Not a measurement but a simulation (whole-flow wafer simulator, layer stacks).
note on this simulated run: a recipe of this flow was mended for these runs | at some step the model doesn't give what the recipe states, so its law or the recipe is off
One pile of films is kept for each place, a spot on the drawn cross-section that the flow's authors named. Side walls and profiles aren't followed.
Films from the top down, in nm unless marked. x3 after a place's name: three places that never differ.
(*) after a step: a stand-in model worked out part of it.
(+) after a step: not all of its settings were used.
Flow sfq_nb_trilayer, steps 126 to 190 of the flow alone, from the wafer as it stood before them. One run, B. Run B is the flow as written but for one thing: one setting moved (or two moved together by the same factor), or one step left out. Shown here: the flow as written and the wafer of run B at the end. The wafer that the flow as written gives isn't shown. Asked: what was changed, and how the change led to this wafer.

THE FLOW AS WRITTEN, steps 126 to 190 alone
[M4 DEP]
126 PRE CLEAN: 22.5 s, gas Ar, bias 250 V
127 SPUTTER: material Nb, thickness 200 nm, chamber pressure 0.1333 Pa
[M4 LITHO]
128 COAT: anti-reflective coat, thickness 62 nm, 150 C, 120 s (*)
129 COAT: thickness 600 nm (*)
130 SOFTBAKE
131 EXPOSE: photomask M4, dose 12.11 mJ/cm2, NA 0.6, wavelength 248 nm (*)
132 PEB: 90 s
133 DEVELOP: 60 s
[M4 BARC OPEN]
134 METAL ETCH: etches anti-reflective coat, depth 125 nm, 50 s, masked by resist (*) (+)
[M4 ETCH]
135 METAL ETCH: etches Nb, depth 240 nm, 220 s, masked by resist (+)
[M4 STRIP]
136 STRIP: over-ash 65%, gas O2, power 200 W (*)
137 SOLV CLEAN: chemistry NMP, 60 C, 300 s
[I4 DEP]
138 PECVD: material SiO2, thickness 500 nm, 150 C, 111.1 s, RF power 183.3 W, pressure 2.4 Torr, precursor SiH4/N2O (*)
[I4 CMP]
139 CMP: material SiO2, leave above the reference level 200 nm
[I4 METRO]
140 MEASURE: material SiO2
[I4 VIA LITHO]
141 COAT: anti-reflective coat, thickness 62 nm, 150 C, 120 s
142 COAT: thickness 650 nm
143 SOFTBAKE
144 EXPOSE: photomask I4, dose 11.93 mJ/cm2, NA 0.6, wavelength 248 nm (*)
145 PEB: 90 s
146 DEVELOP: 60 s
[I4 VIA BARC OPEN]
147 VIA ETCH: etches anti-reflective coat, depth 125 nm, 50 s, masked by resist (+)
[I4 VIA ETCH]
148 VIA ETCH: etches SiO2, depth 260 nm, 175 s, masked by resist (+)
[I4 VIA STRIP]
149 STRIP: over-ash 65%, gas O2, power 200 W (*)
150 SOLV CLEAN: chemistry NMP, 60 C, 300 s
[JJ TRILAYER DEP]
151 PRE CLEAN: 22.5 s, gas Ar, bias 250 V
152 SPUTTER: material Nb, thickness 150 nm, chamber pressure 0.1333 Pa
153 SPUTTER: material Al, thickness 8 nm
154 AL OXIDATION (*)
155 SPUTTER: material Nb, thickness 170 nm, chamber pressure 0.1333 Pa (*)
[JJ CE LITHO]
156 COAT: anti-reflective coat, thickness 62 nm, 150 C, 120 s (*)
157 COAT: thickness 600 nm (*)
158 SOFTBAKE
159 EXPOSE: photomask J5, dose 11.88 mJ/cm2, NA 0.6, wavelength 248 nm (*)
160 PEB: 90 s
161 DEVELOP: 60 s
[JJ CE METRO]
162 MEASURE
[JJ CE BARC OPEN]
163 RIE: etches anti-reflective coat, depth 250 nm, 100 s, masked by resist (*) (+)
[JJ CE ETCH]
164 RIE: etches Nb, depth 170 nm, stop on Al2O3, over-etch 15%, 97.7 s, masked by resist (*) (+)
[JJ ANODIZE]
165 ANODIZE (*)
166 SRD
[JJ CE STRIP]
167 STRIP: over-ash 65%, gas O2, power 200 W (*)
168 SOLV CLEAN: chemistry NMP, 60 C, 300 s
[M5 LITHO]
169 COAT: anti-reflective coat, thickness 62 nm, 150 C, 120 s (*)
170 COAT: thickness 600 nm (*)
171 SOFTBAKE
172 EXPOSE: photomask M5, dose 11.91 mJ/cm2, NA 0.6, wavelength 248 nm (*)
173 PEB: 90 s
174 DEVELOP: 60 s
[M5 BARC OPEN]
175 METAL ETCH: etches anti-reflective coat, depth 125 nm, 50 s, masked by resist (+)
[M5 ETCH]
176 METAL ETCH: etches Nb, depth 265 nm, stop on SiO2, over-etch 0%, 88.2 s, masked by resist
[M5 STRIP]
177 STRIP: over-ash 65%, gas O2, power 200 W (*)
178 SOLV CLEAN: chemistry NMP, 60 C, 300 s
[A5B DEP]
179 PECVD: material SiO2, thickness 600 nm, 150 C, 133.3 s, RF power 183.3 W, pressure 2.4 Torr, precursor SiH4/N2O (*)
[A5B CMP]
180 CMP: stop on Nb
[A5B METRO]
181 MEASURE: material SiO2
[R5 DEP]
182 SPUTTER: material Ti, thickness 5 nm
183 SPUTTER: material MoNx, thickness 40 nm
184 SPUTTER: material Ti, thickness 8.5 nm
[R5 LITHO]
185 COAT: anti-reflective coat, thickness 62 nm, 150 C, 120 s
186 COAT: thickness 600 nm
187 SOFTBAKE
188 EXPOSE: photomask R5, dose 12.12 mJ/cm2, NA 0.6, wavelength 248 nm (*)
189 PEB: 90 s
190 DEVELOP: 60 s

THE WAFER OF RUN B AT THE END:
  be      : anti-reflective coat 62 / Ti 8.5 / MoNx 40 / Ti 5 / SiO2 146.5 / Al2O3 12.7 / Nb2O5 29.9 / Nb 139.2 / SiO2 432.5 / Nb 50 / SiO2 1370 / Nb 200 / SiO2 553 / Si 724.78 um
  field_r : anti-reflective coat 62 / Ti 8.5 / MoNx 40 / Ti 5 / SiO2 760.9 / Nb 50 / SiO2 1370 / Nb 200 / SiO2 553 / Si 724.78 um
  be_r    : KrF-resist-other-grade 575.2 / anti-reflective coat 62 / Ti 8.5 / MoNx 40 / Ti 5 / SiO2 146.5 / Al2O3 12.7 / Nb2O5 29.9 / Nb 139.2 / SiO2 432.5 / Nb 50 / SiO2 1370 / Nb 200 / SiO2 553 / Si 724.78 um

The cause: step 127, SPUTTER: thickness 290 nm was run, where the flow has thickness 200 nm.

How the change led to this, step by step:
  127 SPUTTER: material Nb, thickness 200 nm, chamber pressure 0.1333 Pa
      field_l, v_sur, via_wl and 102 more: Nb +290 (new film) (as written it would be: Nb +200 (new film))
      via_v: Nb +239.5 (as written it would be: Nb +164.5)
  128 COAT: anti-reflective coat, thickness 62 nm, 150 C, 120 s (*)
      wire: anti-reflective coat +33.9 (new film) (as written it would be: anti-reflective coat +34.6 (new film))
  135 METAL ETCH: etches Nb, depth 240 nm, 220 s, masked by resist (+)
      field_l, be, be_sur and 64 more: Nb -240 (as written it would be: Nb -200 (all of it), SiO2 -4)
  136 STRIP: over-ash 65%, gas O2, power 200 W (*)
      via_v: KrF-resist-other-grade -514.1 (all of it), anti-reflective coat -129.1 (all of it) (as written it would be: KrF-resist-other-grade -503.7 (all of it), anti-reflective coat -126.8 (all of it))
      wire: KrF-resist-other-grade -368.2 (all of it), anti-reflective coat -33.9 (all of it) (as written it would be: KrF-resist-other-grade -369 (all of it), anti-reflective coat -34.6 (all of it))
  138 PECVD: material SiO2, thickness 500 nm, 150 C, 111.1 s, RF power 183.3 W, pressure 2.4 Torr, precursor SiH4/N2O (*)
      field_l, be, be_sur and 55 more: SiO2 +500 (new film) (as written it would be: SiO2 +500)
      p3_s0 x6: SiO2 +597.1 (new film) (as written it would be: SiO2 +561.1)
      (and at 3 more places)
  139 CMP: material SiO2, leave above the reference level 200 nm
      field_l, be, be_sur and 55 more: SiO2 -60 (as written it would be: SiO2 -96)
      lsp_r, l0_sur, l0v: SiO2 -50.3 (as written it would be: SiO2 -87.7)
      (and at 1 more place)
Counting metal films that touch as one body, be has 4 bodies (between them, from the top down: SiO2 146.5 / Al2O3 12.7 / Nb2O5 29.9; SiO2 432.5; SiO2 1370); the flow as written gives 3 bodies (between them, from the top down: SiO2 146.5 / Al2O3 12.7 / Nb2O5 29.9; SiO2 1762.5).
Counting metal films that touch as one body, field_r has 3 bodies (between them, from the top down: SiO2 760.9; SiO2 1370); the flow as written gives 2 bodies (between them, from the top down: SiO2 2090.9).
Counting metal films that touch as one body, be_r has 4 bodies (between them, from the top down: SiO2 146.5 / Al2O3 12.7 / Nb2O5 29.9; SiO2 432.5; SiO2 1370); the flow as written gives 3 bodies (between them, from the top down: SiO2 146.5 / Al2O3 12.7 / Nb2O5 29.9; SiO2 1762.5).
